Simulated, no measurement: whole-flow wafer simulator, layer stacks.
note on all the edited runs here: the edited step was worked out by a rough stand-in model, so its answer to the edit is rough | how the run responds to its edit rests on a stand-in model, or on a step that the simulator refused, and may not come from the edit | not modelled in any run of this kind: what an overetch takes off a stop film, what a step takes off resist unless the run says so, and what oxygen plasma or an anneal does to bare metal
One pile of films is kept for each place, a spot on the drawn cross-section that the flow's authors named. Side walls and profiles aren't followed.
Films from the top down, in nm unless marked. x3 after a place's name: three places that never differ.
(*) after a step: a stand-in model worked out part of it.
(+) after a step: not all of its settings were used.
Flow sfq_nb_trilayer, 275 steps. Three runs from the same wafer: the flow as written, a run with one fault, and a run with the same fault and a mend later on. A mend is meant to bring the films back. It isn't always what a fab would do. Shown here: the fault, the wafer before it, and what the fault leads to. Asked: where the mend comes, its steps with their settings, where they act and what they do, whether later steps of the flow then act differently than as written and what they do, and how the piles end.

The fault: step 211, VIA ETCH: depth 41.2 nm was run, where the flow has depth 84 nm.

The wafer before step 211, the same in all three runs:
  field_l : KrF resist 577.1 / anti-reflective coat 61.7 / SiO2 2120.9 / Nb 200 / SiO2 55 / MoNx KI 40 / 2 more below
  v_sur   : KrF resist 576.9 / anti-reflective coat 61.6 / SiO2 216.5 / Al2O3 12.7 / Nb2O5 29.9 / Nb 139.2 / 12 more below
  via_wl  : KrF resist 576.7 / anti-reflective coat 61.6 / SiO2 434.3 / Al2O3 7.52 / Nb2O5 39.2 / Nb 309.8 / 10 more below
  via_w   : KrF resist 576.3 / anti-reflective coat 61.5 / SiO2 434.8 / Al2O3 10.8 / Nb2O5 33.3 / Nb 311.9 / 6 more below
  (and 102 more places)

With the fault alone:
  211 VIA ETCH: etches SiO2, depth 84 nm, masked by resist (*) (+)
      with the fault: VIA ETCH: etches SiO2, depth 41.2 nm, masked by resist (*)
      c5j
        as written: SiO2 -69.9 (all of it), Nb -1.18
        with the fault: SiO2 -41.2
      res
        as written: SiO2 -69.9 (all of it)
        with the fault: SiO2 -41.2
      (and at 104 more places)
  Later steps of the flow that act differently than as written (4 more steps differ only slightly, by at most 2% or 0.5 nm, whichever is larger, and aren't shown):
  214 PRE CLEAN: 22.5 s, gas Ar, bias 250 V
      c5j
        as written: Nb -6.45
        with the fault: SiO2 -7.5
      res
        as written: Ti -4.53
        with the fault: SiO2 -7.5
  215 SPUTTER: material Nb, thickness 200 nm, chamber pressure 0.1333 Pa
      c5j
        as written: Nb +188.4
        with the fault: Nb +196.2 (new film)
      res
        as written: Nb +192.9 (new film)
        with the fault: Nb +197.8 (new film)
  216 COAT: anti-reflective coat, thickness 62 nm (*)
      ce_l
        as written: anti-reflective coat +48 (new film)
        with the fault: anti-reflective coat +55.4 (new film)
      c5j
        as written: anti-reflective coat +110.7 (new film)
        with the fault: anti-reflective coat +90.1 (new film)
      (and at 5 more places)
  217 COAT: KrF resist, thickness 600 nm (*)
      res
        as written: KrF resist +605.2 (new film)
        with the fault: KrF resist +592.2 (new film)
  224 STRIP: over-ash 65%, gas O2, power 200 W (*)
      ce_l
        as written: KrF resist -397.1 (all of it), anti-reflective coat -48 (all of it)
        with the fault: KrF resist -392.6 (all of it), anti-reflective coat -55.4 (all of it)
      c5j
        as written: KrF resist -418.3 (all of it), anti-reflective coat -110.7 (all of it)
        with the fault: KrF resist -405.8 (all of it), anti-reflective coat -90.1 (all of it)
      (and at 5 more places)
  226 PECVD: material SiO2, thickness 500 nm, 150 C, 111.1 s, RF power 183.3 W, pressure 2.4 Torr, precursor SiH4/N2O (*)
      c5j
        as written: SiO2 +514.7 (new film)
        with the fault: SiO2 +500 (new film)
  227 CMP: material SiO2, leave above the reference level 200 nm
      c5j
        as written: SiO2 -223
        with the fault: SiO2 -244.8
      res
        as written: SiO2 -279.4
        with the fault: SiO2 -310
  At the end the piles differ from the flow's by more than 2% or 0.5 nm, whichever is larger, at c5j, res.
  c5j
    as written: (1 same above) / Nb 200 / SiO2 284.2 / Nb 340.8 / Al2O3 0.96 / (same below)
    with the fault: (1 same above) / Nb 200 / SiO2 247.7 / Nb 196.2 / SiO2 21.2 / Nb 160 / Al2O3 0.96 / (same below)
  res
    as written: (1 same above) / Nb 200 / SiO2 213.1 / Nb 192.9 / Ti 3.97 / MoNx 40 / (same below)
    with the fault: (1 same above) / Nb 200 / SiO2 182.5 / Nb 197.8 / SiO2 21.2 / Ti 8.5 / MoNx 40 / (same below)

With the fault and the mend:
  The mend comes after step 211.
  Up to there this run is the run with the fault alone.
  211a VIA ETCH: etches SiO2, depth 42.8 nm, masked by resist (*) (+) (the flow's step 211 once more, with other settings)
      field_l, v_sur, via_wl and 101 more
        KrF resist -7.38
      c5j
        SiO2 -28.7 (all of it), Nb -1.18
      res
        SiO2 -28.7 (all of it)
  No later step of the flow acts differently than as written at any place that is followed.
  At the end the piles are the same as the flow's at every place that both follow.
